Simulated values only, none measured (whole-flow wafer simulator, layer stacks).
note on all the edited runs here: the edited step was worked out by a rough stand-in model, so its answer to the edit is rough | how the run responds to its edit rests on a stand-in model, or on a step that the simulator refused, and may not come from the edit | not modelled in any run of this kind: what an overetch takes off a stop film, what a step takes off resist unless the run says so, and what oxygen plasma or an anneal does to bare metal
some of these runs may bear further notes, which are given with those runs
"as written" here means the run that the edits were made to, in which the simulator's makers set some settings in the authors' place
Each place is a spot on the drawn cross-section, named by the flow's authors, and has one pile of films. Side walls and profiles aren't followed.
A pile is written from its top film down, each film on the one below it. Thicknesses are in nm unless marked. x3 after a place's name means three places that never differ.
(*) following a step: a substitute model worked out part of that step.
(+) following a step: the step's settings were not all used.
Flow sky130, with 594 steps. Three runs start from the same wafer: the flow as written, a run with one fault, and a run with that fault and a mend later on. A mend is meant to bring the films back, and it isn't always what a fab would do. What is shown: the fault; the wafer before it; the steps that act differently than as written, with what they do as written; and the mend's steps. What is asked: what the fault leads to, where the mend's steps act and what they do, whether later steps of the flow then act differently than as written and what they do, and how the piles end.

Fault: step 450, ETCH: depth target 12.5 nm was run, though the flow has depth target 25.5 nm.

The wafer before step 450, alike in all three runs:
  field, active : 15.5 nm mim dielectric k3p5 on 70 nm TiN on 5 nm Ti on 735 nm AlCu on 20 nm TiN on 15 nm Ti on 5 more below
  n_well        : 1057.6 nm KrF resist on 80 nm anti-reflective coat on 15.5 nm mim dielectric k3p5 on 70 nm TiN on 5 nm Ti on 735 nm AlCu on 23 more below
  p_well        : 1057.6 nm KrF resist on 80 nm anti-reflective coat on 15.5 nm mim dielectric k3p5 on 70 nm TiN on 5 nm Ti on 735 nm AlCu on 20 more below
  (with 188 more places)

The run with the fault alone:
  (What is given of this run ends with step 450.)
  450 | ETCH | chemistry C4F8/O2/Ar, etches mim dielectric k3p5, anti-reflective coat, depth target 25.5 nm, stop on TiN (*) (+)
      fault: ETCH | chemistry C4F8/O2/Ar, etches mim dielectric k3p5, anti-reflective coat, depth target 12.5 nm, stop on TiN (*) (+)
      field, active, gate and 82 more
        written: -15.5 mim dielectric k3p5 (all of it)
        fault: -12.5 mim dielectric k3p5
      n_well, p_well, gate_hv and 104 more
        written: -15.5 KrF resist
        fault: -8.33 KrF resist
  Once step 450 is done, the piles at field, active, gate and 82 more depart from the flow's by more than 2% or 0.5 nm, whichever is larger.
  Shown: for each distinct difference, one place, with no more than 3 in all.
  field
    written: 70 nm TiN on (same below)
    fault: 3 nm mim dielectric k3p5 on 70 nm TiN on (same below)

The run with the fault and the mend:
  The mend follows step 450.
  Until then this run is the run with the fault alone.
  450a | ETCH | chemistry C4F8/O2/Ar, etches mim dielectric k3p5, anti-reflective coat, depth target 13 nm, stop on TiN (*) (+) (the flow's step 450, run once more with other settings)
      n_well, p_well, gate_hv and 104 more
        -3 KrF resist
      field, active, gate and 82 more
        -3 mim dielectric k3p5 (all of it)
  None of the later steps of the flow differs from how it acts as written, at any place that is followed, by more than 2% or 0.5 nm, whichever is larger.
  At every place that both follow, the piles at the end match the flow's.
